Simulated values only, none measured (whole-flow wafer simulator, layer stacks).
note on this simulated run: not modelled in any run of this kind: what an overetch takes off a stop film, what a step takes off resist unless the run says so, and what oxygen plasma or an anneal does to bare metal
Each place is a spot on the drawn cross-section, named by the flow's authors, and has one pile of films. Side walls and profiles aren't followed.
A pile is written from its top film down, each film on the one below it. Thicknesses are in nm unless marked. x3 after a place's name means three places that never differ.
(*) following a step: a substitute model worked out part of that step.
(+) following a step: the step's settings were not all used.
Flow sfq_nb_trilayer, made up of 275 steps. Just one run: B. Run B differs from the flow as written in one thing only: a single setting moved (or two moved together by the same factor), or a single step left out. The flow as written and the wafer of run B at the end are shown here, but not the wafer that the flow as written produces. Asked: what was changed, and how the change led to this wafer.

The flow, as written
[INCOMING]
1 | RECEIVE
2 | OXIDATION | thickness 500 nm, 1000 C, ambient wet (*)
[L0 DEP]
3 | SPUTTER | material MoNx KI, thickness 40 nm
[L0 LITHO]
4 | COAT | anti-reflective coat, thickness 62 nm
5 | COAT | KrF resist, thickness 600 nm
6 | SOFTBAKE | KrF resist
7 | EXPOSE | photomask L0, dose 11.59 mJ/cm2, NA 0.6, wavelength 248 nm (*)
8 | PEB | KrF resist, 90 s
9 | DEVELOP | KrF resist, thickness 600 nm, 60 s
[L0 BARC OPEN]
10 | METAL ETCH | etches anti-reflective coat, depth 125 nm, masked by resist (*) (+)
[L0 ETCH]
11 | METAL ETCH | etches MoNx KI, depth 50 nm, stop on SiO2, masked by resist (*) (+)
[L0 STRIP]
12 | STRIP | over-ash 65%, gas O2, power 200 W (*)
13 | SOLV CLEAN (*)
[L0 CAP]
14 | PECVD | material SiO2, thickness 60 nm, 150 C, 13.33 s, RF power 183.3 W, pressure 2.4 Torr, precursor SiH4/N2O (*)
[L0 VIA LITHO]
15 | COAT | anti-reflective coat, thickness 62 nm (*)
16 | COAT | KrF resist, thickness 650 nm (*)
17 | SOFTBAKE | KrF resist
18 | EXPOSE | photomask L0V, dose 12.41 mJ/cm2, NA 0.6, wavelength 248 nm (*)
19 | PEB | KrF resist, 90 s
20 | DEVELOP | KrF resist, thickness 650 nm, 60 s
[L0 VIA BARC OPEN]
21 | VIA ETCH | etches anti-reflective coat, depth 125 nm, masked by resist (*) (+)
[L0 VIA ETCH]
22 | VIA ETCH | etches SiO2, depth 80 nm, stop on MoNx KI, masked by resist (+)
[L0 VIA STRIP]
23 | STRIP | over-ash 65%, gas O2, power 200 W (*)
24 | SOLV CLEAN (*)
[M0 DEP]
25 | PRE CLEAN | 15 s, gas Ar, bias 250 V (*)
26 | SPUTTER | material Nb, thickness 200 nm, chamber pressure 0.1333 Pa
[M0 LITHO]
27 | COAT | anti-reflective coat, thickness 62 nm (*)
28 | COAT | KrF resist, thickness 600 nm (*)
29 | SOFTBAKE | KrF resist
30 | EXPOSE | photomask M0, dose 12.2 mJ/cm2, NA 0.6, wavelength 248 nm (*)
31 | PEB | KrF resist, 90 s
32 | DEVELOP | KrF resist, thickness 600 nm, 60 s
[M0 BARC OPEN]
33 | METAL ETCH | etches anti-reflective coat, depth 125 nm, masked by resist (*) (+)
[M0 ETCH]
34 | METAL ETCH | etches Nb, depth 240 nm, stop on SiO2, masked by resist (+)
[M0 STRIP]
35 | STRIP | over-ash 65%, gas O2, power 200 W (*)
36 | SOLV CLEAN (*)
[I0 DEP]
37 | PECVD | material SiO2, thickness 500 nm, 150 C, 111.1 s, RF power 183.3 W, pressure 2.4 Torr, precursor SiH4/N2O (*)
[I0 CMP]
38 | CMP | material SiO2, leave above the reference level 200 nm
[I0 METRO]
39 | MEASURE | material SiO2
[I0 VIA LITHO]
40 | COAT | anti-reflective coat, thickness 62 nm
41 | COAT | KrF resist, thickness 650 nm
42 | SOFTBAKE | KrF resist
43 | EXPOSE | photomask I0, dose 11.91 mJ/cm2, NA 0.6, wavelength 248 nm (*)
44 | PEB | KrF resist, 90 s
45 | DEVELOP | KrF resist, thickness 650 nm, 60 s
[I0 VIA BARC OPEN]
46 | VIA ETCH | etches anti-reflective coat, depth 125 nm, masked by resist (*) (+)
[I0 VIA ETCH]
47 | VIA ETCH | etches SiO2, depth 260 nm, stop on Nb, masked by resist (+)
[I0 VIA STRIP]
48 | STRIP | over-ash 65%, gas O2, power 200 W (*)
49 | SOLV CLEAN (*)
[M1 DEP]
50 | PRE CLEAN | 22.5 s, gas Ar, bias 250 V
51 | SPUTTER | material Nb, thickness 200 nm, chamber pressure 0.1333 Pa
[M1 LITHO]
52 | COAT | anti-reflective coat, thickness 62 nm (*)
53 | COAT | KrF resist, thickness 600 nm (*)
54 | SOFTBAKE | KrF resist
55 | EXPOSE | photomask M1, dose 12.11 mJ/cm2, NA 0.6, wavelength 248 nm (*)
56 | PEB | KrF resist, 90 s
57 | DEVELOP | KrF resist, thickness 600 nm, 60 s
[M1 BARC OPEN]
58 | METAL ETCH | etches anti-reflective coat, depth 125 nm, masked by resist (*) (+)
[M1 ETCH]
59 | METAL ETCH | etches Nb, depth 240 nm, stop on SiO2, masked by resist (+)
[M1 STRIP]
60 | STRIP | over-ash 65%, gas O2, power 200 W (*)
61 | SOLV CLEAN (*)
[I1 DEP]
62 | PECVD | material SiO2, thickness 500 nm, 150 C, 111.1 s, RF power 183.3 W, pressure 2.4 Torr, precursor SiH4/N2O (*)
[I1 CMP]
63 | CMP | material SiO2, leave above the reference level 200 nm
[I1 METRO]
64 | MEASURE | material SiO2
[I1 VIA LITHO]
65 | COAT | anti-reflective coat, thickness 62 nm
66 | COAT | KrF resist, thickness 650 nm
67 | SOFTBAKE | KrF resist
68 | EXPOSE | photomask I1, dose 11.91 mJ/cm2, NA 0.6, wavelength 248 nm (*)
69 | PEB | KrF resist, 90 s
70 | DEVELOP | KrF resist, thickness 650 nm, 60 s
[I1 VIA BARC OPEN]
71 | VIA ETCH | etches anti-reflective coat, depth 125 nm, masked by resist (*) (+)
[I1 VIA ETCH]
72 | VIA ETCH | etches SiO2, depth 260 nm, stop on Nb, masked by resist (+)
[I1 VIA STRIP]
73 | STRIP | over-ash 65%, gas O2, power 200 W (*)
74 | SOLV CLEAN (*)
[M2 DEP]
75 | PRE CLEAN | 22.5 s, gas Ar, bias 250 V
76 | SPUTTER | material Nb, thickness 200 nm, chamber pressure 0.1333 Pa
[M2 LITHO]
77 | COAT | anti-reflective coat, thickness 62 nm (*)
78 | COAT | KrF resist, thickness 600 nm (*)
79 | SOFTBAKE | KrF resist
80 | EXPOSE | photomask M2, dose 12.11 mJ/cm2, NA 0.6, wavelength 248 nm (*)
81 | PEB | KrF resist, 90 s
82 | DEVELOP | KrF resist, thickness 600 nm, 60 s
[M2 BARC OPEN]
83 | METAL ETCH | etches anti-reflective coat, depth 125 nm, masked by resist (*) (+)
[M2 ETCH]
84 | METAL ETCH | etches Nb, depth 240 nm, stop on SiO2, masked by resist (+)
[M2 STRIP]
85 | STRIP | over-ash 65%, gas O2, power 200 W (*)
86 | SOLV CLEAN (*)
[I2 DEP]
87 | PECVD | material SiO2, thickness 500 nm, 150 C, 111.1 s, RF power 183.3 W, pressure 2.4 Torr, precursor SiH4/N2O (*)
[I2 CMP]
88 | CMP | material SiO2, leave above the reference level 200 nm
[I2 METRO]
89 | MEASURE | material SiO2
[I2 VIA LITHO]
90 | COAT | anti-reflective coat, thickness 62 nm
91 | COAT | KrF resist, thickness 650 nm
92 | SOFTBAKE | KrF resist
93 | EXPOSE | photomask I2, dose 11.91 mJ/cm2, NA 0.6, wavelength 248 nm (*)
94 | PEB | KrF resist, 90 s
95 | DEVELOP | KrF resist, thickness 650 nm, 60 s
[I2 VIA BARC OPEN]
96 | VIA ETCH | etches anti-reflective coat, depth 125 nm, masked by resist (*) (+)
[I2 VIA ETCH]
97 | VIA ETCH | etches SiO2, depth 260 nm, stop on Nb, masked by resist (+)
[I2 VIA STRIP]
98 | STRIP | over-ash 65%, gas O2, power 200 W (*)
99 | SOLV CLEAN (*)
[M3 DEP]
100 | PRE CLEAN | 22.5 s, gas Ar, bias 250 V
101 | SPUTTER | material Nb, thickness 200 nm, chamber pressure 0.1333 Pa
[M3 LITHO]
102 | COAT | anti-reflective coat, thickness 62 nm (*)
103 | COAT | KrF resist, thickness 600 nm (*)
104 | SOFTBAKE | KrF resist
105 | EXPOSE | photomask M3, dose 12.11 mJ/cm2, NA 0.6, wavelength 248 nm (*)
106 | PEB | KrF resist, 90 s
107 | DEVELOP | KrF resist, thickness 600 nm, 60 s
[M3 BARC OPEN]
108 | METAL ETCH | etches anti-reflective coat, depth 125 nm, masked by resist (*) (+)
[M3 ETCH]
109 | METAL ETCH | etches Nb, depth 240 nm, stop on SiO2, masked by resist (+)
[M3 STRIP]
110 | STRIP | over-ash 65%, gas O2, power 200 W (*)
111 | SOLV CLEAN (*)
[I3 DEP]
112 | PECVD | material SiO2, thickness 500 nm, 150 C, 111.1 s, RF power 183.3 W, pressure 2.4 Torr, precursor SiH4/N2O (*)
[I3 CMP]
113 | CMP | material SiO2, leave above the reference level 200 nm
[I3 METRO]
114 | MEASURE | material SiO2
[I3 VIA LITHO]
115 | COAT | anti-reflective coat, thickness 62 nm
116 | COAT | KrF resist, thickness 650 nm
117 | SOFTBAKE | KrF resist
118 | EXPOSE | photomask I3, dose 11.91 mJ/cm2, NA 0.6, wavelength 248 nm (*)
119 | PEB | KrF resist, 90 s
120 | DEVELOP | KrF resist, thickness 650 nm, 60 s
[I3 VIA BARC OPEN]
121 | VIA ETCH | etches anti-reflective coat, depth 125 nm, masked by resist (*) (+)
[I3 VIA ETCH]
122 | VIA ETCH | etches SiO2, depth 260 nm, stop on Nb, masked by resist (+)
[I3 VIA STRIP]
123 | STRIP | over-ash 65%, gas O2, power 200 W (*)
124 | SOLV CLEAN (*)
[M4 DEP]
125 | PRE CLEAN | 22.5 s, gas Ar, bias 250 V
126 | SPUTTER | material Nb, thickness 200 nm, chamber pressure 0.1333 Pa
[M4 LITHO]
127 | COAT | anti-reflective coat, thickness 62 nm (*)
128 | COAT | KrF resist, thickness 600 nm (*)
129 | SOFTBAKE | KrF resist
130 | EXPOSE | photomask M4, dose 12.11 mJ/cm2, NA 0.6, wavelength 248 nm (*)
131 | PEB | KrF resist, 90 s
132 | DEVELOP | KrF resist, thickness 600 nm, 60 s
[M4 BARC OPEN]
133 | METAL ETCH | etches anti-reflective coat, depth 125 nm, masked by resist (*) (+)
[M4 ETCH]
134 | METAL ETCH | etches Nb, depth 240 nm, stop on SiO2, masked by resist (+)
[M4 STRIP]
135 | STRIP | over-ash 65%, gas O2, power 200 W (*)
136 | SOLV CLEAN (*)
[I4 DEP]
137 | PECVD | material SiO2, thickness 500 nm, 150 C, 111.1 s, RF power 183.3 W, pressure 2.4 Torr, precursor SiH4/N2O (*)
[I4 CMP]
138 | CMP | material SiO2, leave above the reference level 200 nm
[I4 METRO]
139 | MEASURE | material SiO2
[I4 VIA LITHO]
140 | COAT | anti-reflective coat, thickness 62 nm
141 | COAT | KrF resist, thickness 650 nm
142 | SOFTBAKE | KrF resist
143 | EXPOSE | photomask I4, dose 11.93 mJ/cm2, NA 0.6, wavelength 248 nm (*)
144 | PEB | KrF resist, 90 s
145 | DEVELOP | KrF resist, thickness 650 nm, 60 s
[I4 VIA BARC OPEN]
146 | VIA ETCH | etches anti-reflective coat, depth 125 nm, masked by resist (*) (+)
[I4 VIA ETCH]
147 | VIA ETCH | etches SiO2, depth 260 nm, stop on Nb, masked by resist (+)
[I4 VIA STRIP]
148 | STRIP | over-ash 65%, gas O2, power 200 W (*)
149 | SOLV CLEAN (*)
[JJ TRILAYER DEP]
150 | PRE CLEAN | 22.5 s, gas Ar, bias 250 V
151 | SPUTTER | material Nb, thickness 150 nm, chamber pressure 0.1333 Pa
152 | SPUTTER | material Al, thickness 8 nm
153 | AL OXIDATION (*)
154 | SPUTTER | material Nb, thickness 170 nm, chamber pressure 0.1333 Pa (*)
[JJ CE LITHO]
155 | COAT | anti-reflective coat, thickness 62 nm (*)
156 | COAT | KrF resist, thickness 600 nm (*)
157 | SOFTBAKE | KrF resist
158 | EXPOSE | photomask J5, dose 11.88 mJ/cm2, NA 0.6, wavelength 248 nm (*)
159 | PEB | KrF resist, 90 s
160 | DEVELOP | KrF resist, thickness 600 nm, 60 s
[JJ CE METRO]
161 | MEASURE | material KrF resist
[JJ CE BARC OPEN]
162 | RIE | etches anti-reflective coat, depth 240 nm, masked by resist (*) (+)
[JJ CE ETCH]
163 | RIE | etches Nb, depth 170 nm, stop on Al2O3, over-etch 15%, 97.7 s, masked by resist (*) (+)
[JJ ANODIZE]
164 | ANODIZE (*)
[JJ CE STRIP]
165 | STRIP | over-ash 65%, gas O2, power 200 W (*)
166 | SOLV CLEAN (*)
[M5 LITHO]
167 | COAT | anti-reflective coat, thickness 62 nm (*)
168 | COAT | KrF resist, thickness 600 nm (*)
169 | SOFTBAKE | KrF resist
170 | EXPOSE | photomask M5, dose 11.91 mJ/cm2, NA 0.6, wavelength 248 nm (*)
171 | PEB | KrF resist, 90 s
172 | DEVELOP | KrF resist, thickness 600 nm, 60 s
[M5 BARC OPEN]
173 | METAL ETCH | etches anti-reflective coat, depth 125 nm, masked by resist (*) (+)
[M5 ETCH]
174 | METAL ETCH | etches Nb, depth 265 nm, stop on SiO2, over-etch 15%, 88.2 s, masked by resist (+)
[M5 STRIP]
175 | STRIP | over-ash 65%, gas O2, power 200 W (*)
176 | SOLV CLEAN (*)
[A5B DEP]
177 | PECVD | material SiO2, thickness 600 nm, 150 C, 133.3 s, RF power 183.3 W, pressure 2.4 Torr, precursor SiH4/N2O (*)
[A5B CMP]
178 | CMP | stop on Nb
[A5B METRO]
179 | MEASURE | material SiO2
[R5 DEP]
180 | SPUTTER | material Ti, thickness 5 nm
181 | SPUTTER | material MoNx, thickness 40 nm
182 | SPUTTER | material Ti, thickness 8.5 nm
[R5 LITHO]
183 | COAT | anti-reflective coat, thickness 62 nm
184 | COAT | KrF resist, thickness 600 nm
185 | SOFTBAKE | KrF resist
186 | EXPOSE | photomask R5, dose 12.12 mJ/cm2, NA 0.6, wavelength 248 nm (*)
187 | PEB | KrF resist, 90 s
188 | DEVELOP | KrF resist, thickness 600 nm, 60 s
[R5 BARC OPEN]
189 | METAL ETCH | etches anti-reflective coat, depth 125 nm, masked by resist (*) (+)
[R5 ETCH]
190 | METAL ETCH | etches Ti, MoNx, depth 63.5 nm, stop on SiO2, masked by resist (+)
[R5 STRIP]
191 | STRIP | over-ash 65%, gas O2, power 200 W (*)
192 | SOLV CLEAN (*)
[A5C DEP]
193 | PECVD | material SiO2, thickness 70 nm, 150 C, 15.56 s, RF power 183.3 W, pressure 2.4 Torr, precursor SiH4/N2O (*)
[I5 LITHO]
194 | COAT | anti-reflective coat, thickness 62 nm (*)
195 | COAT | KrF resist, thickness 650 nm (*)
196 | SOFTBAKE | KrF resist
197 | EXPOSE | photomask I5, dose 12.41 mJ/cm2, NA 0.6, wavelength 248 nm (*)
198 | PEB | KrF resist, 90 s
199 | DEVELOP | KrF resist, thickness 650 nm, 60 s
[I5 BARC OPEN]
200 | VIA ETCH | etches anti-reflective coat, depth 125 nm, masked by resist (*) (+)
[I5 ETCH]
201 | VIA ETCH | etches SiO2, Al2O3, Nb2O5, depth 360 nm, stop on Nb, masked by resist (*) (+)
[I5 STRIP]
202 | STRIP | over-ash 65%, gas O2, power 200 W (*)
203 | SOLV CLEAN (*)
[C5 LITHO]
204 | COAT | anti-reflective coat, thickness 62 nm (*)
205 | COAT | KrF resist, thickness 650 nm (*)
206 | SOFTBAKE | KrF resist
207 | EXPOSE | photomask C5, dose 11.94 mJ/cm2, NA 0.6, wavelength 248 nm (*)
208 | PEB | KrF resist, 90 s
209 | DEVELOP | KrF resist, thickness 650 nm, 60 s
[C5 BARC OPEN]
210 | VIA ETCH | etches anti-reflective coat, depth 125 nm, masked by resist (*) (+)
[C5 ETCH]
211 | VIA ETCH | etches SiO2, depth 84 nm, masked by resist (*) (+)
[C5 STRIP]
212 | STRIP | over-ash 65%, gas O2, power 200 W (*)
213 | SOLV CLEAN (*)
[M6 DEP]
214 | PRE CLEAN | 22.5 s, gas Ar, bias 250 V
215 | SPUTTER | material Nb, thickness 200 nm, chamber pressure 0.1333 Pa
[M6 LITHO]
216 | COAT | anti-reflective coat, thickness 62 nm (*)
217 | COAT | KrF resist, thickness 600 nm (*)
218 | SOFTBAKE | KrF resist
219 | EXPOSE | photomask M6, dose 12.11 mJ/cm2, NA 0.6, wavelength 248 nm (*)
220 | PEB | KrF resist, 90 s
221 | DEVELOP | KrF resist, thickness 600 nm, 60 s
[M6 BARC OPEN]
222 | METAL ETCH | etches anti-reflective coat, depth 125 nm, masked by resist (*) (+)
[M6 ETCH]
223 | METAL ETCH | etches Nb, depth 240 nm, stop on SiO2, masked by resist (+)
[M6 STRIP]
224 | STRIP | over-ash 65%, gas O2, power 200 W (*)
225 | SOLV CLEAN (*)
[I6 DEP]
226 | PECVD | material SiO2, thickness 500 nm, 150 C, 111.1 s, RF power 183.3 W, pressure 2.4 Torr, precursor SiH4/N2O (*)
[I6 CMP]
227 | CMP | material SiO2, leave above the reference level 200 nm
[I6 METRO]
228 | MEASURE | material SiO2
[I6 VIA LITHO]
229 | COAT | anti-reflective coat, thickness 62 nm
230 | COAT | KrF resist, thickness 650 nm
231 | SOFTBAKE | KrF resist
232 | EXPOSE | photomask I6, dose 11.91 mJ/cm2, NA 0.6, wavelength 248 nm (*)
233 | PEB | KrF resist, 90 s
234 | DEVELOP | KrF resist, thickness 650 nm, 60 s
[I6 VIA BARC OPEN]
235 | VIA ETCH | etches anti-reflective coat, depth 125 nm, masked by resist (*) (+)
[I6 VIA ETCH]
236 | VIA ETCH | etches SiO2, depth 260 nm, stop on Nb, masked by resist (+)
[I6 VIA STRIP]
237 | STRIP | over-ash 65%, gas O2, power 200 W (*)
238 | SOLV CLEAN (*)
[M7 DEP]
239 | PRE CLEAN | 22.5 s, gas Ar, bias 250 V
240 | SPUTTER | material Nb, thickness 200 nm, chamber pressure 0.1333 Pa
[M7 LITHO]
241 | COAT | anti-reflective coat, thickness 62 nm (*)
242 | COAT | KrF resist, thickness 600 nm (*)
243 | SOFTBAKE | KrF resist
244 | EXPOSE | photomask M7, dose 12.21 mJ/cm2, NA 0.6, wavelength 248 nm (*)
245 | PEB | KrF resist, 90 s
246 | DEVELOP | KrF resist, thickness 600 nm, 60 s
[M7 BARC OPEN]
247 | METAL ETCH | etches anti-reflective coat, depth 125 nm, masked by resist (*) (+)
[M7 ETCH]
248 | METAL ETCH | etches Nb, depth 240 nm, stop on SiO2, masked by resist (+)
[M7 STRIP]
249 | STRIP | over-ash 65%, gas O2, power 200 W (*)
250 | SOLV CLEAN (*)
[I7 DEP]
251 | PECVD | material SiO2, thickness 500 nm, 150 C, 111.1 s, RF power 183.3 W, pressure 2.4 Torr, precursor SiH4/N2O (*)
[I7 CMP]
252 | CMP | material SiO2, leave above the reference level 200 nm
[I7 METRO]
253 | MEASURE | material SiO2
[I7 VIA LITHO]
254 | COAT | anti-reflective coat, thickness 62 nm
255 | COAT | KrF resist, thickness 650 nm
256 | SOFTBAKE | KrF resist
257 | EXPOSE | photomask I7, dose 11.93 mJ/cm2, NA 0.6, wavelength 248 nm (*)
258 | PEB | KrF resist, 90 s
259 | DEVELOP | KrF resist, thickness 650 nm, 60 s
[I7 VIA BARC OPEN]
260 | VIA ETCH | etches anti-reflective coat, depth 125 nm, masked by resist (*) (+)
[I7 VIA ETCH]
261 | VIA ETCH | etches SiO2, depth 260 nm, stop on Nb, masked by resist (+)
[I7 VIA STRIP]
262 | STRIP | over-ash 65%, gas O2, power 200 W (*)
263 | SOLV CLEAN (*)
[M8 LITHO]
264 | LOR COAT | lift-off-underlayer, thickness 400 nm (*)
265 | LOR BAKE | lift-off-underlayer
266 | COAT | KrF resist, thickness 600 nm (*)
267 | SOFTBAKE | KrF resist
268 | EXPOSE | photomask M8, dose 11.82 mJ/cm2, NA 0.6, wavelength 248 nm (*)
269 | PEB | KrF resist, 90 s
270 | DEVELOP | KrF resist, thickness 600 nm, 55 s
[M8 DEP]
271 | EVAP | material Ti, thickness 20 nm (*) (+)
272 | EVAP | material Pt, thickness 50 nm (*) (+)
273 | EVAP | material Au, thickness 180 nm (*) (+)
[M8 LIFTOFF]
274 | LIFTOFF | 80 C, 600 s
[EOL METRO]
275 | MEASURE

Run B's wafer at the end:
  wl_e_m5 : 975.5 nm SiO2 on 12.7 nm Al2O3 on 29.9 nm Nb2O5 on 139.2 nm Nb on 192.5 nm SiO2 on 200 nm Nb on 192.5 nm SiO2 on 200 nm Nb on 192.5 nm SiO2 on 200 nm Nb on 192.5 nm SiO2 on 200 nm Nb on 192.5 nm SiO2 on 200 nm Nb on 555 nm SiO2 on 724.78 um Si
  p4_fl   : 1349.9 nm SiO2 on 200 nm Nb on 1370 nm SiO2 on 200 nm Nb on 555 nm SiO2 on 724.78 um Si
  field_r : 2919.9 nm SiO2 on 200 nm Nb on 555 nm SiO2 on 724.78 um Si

The reason: step 215, SPUTTER: thickness 174 nm was run, though the flow has thickness 200 nm.

Step by step, how the change led to this:
  215 | SPUTTER | material Nb, thickness 200 nm, chamber pressure 0.1333 Pa
      field_l, v_sur, via_wl and 100 more: +174 Nb (new film) (in the flow as written it would be: +200 Nb (new film))
      be: +128.4 Nb (in the flow as written it would be: +147.3 Nb)
      (as well as at 2 more places)
  223 | METAL ETCH | etches Nb, depth 240 nm, stop on SiO2, masked by resist (+)
      field_l, gap, moat and 76 more: -174 Nb (all of it) (in the flow as written it would be: -200 Nb (all of it))
  226 | PECVD | material SiO2, thickness 500 nm, 150 C, 111.1 s, RF power 183.3 W, pressure 2.4 Torr, precursor SiH4/N2O (*)
      gap, wl_a_sl, m6r_space_l, m6r_space_r: +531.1 SiO2 (in the flow as written it would be: +557.1 SiO2)
  227 | CMP | material SiO2, leave above the reference level 200 nm
      field_l, p4_fl, p4_fm and 59 more: -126 SiO2 (in the flow as written it would be: -100 SiO2)
      moat, field_r, lsp_l, ln_m5, lsp_m: -120.4 SiO2 (in the flow as written it would be: -93.6 SiO2)
      (as well as at 8 more places)
